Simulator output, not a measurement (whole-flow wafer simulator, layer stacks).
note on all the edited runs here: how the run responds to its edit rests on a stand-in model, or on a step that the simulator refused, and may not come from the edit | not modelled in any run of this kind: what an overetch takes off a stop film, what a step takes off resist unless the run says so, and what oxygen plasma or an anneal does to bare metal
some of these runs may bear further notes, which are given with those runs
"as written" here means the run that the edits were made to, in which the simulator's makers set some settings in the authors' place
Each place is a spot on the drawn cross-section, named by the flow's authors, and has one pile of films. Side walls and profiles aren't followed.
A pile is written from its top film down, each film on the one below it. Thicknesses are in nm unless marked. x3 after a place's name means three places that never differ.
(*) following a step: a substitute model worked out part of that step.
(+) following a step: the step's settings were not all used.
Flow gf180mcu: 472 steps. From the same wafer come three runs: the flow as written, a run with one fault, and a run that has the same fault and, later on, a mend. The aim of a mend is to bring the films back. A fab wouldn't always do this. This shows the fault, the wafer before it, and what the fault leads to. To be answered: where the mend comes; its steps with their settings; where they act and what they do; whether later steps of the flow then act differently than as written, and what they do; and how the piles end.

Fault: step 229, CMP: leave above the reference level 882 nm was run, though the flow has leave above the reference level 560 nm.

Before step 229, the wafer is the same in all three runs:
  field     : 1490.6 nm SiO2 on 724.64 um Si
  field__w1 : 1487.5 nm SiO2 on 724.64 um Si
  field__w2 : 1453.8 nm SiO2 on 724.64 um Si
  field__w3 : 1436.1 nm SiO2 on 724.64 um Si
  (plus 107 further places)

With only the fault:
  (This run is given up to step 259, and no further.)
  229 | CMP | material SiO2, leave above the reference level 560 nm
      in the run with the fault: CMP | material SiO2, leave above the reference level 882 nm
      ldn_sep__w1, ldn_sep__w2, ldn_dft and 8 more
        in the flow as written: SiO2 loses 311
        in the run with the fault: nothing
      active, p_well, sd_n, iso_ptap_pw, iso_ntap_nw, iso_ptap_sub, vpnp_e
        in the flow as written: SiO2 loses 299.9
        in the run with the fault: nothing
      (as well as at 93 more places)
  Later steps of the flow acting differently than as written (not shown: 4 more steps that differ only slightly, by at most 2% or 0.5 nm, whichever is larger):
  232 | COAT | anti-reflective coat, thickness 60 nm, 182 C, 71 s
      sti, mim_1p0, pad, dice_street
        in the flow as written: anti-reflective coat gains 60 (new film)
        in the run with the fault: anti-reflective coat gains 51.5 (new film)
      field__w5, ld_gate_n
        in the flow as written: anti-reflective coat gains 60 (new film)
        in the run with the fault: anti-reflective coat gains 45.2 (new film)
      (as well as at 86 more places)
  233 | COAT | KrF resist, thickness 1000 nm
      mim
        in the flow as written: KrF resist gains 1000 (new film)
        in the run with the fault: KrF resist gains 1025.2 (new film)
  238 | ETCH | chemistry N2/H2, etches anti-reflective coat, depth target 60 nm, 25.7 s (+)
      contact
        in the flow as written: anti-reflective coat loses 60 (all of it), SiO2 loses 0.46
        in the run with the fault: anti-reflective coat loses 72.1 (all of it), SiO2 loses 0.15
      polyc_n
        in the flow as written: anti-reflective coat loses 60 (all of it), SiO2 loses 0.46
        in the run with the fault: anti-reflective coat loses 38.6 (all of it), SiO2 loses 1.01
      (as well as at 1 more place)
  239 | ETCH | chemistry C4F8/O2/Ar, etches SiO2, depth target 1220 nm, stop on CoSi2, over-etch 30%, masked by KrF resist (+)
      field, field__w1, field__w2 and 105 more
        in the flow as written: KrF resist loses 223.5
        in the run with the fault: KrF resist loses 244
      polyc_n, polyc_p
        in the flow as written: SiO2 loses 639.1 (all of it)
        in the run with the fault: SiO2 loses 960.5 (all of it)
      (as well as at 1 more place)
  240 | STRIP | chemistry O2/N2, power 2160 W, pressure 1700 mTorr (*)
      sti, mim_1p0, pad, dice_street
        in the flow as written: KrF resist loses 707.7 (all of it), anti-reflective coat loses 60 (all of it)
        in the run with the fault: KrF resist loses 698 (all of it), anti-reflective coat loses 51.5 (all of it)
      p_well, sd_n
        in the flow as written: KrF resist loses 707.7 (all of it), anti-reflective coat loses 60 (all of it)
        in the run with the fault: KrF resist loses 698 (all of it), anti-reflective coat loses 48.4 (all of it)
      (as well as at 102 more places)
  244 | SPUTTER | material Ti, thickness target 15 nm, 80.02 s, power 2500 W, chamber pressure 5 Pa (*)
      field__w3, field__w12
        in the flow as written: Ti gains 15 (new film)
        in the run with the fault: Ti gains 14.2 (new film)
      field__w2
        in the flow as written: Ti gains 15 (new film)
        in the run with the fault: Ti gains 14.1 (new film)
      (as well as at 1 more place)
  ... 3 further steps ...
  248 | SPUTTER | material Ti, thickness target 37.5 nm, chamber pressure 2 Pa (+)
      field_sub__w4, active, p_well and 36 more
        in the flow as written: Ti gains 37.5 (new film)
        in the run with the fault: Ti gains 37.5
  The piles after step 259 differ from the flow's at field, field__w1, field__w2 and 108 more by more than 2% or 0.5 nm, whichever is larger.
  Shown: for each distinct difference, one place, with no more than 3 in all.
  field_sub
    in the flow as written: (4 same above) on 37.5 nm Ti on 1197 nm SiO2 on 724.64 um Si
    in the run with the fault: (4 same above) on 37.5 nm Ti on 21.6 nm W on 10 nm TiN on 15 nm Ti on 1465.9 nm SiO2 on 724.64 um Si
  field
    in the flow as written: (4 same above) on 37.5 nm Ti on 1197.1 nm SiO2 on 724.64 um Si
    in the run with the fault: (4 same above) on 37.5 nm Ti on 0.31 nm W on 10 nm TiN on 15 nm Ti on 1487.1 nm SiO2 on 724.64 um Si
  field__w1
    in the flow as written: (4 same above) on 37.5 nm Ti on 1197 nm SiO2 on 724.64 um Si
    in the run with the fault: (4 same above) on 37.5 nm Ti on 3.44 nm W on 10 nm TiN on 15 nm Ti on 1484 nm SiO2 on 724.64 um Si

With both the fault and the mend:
  After step 237 comes the mend.
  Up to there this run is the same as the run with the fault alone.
  237a | STRIP | chemistry O2/N2, power 2160 W, pressure 1700 mTorr (*)
      sti, mim_1p0, pad, dice_street
        KrF resist loses 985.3 (all of it), anti-reflective coat loses 51.5 (all of it)
      p_well, sd_n
        KrF resist loses 985.3 (all of it), anti-reflective coat loses 48.4 (all of it)
      ld_fp_p, ld_drift_p
        KrF resist loses 959.1 (all of it), anti-reflective coat loses 61.5 (all of it)
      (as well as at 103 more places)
  237b | CMP | material SiO2, leave above the reference level 560 nm (the flow's step 229, run once more)
      field__w5, field__w9, n_well and 35 more
        SiO2 loses 322
      ldn_sep__w1, ldn_sep__w2, ldn_dft and 8 more
        SiO2 loses 311
      active, p_well, sd_n, iso_ptap_pw, iso_ntap_nw, iso_ptap_sub, vpnp_e
        SiO2 loses 299.9
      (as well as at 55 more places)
  237c | HMDS | 120 C, 60 s (the flow's step 231, run once more)
      alters no film at any place that is followed
  237d | COAT | anti-reflective coat, thickness 60 nm, 182 C, 71 s (the flow's step 232, run once more)
      field, field__w1, field__w2 and 108 more
        anti-reflective coat gains 60 (new film)
  237e | COAT | KrF resist, thickness 1000 nm (the flow's step 233, run once more)
      field, field__w1, field__w2 and 108 more
        KrF resist gains 1000 (new film)
  237f | SOFTBAKE | KrF resist (the flow's step 234, run once more)
      alters no film at any place that is followed
  237g | EXPOSE | photomask Contact (the flow's step 235, run once more)
      alters no film at any place that is followed
  237h | PEB | KrF resist, 135 C, 90 s (the flow's step 236, run once more)
      field, field__w1, field__w2 and 108 more
        KrF resist loses 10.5
  237i | DEVELOP | KrF resist, thickness 1000 nm, 60 s (the flow's step 237, run once more)
      field, field__w1, field__w2 and 105 more
        KrF resist loses 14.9
      contact, polyc_n, polyc_p
        KrF resist loses 989.5 (all of it)
  Every later step of the flow that is run acts as written at every place that is followed.
  At every place that both follow, the piles at the end match the flow's.
